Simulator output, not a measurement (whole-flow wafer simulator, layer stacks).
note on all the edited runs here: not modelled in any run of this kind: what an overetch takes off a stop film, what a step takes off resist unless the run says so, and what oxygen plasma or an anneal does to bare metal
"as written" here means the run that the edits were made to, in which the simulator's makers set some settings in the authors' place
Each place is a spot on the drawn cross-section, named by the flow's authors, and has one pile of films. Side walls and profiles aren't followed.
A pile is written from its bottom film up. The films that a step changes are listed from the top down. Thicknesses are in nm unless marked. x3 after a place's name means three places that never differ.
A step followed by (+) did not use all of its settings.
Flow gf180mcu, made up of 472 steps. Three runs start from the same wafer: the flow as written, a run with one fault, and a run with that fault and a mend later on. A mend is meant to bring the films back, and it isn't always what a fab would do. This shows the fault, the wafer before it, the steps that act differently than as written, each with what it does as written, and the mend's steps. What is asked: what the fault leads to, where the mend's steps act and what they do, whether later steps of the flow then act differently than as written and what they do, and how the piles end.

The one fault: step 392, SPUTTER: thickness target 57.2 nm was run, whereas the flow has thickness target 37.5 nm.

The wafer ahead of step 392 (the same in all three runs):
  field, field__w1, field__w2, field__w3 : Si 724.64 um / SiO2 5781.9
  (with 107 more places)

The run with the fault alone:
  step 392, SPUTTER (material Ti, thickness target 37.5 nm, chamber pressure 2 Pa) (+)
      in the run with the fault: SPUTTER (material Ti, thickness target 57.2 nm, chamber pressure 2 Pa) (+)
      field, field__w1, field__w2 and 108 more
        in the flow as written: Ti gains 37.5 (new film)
        in the run with the fault: Ti gains 57.2 (new film)
  Later steps of the flow acting differently than as written (not shown: 1 more step that differs only slightly, by at most 2% or 0.5 nm, whichever is larger):
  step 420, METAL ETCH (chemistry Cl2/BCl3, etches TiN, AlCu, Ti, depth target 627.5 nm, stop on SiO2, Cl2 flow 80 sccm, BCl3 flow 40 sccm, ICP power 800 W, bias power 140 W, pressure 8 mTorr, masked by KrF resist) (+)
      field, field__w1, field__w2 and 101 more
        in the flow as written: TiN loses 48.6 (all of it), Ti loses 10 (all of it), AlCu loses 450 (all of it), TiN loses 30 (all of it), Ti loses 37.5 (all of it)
        in the run with the fault: TiN loses 48.6 (all of it), Ti loses 10 (all of it), AlCu loses 450 (all of it), TiN loses 30 (all of it), Ti loses 57.2 (all of it)
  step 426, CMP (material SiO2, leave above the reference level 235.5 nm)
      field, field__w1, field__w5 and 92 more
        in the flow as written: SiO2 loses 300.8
        in the run with the fault: SiO2 loses 281.1
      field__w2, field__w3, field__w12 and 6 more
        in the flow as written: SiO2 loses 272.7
        in the run with the fault: SiO2 loses 252.1
  By the end, the piles at field__w4, field__w8, contact, m1, m1__w1, mim, mim_1p0, m1_nw depart from the flow's by more than 2% or 0.5 nm, whichever is larger.
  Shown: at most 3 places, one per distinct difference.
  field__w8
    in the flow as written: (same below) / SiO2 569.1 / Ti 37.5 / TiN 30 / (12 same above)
    in the run with the fault: (same below) / SiO2 569.1 / Ti 57.2 / TiN 30 / (12 same above)
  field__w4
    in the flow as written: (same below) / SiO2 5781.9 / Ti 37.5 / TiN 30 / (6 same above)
    in the run with the fault: (same below) / SiO2 5781.9 / Ti 57.2 / TiN 30 / (6 same above)
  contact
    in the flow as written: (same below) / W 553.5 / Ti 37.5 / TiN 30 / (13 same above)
    in the run with the fault: (same below) / W 553.5 / Ti 57.2 / TiN 30 / (13 same above)

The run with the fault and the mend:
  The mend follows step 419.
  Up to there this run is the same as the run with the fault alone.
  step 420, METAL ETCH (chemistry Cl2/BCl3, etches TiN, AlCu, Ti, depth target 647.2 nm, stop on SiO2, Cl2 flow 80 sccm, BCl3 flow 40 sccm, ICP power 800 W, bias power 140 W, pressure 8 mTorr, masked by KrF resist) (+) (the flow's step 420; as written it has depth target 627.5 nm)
      field, field__w1, field__w2 and 101 more
        TiN loses 48.6 (all of it), Ti loses 10 (all of it), AlCu loses 450 (all of it), TiN loses 30 (all of it), Ti loses 57.2 (all of it)
      field__w4, field__w8, contact, m1, m1__w1, mim, mim_1p0, m1_nw
        KrF resist loses 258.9
  Later steps of the flow acting differently than as written (not shown: 2 more steps that differ only slightly, by at most 2% or 0.5 nm, whichever is larger):
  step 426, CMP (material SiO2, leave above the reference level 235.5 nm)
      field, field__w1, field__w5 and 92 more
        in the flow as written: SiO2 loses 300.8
        in the run with the mend: SiO2 loses 281.1
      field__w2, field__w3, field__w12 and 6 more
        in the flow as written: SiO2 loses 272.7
        in the run with the mend: SiO2 loses 252.1
  By the end, the piles at field__w4, field__w8, contact, m1, m1__w1, mim, mim_1p0, m1_nw depart from the flow's by more than 2% or 0.5 nm, whichever is larger.
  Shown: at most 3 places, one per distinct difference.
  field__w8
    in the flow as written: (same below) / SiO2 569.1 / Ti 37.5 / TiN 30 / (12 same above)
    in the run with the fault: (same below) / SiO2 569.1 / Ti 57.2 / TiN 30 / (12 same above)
    in the run with the mend: (same below) / SiO2 569.1 / Ti 57.2 / TiN 30 / (12 same above)
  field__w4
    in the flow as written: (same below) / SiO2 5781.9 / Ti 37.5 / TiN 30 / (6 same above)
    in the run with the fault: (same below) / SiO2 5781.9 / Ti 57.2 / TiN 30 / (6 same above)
    in the run with the mend: (same below) / SiO2 5781.9 / Ti 57.2 / TiN 30 / (6 same above)
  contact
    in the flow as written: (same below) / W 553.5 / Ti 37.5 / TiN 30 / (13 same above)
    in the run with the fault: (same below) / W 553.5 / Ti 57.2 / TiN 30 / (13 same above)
    in the run with the mend: (same below) / W 553.5 / Ti 57.2 / TiN 30 / (13 same above)
